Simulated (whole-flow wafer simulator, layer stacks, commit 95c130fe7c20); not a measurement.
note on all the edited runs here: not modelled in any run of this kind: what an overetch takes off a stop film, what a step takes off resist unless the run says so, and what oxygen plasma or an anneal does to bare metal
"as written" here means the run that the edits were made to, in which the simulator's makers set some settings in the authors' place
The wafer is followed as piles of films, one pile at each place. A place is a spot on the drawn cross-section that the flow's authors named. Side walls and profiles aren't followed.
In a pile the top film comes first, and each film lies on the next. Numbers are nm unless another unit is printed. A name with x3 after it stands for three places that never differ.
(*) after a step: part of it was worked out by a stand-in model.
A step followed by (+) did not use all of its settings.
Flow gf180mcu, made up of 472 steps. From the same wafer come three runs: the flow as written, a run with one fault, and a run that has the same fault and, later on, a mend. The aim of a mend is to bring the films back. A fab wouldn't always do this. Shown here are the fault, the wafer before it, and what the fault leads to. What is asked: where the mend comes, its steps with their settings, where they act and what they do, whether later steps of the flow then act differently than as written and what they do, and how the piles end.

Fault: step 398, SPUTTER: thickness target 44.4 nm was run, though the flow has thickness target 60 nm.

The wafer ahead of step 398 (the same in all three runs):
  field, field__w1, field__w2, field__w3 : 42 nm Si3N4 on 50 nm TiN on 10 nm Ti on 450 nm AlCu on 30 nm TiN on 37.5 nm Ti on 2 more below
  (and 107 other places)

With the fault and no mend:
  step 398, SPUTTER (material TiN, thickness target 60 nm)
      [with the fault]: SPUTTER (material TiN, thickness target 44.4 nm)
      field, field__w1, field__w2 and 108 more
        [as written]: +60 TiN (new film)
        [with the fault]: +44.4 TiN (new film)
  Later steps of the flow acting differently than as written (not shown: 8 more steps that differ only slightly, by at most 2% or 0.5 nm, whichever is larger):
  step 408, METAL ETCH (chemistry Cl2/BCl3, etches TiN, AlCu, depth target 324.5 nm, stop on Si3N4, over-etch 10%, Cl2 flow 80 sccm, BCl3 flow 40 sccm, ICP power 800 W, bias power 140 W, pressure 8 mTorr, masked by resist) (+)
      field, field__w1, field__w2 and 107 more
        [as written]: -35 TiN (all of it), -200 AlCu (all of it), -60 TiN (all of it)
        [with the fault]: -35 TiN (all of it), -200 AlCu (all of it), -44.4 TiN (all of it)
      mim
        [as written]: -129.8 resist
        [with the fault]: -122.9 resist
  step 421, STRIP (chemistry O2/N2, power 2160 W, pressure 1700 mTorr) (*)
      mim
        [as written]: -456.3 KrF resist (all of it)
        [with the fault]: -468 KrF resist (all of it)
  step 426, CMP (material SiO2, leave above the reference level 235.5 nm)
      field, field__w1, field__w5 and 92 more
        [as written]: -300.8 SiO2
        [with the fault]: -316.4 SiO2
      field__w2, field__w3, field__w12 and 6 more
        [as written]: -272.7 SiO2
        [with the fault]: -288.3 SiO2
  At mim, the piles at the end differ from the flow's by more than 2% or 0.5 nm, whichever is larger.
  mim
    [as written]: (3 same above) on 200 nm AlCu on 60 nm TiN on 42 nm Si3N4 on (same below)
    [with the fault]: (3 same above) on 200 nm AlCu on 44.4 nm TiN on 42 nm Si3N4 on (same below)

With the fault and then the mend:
  After step 398 comes the mend.
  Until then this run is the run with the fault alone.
  step 398a, SPUTTER (material TiN, thickness target 15.6 nm) (a further turn of the flow's step 398, with different settings)
      field, field__w1, field__w2 and 108 more
        +15.6 TiN
  None of the later steps of the flow acts differently than as written at any place that is followed.
  At every place that both follow, the piles at the end match the flow's.
